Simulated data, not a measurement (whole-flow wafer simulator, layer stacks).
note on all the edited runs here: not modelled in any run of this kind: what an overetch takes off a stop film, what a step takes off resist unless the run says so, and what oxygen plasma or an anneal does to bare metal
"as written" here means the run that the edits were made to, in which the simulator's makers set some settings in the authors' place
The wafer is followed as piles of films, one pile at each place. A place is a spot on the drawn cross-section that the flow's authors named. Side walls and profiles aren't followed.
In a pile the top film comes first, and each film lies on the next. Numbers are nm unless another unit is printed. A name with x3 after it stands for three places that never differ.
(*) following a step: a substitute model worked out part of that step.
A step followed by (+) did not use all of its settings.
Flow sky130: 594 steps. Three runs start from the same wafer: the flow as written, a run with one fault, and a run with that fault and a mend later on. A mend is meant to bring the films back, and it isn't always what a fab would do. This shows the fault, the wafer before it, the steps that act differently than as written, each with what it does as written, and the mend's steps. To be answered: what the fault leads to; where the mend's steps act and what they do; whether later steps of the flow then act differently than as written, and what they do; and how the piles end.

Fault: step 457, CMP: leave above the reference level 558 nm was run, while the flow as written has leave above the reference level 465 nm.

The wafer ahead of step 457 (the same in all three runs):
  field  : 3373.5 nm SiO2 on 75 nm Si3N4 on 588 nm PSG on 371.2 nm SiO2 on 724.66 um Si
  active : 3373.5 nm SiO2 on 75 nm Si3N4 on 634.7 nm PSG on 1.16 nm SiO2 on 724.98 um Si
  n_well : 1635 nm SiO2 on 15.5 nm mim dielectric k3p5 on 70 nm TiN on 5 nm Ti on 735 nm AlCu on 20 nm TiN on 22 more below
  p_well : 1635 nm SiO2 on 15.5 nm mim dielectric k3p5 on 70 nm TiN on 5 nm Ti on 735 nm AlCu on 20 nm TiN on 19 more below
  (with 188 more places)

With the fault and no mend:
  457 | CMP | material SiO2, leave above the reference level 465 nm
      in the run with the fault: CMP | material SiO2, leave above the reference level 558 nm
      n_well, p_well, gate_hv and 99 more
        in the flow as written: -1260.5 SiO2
        in the run with the fault: -1167.5 SiO2
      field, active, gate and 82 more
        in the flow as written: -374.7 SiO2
        in the run with the fault: -281.7 SiO2
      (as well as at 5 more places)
  Steps further on in the flow that do not act as written:
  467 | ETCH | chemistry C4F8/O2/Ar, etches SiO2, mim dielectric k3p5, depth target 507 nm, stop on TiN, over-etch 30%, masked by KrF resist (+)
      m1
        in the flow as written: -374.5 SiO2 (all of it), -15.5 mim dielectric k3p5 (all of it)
        in the run with the fault: -467.5 SiO2 (all of it), -15.5 mim dielectric k3p5 (all of it)
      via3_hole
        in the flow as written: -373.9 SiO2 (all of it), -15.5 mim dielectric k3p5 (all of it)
        in the run with the fault: -466.9 SiO2 (all of it), -15.5 mim dielectric k3p5 (all of it)
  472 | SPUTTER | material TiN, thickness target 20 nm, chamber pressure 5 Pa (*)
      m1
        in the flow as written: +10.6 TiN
        in the run with the fault: +9.38 TiN
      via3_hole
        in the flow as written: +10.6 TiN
        in the run with the fault: +9.37 TiN
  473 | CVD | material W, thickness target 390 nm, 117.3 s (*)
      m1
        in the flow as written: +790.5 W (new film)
        in the run with the fault: +884.7 W (new film)
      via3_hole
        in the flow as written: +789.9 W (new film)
        in the run with the fault: +884 W (new film)
  At field, active, n_well and 190 more, the piles at the end differ from the flow's by more than 2% or 0.5 nm, whichever is larger.
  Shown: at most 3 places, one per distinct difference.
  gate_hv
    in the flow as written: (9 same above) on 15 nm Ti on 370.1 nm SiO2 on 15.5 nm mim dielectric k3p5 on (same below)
    in the run with the fault: (9 same above) on 15 nm Ti on 463.1 nm SiO2 on 15.5 nm mim dielectric k3p5 on (same below)
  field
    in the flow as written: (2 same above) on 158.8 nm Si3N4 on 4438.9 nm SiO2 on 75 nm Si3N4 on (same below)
    in the run with the fault: (2 same above) on 158.8 nm Si3N4 on 4531.9 nm SiO2 on 75 nm Si3N4 on (same below)
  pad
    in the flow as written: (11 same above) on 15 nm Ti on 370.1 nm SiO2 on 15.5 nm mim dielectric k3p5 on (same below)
    in the run with the fault: (11 same above) on 15 nm Ti on 463.1 nm SiO2 on 15.5 nm mim dielectric k3p5 on (same below)

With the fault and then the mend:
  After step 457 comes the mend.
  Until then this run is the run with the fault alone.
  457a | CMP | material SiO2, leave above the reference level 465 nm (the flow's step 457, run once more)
      field, active, n_well and 189 more
        -93 SiO2
  None of the later steps of the flow acts differently than as written at any place that is followed.
  By the end, the piles equal the flow's at every place that both follow.
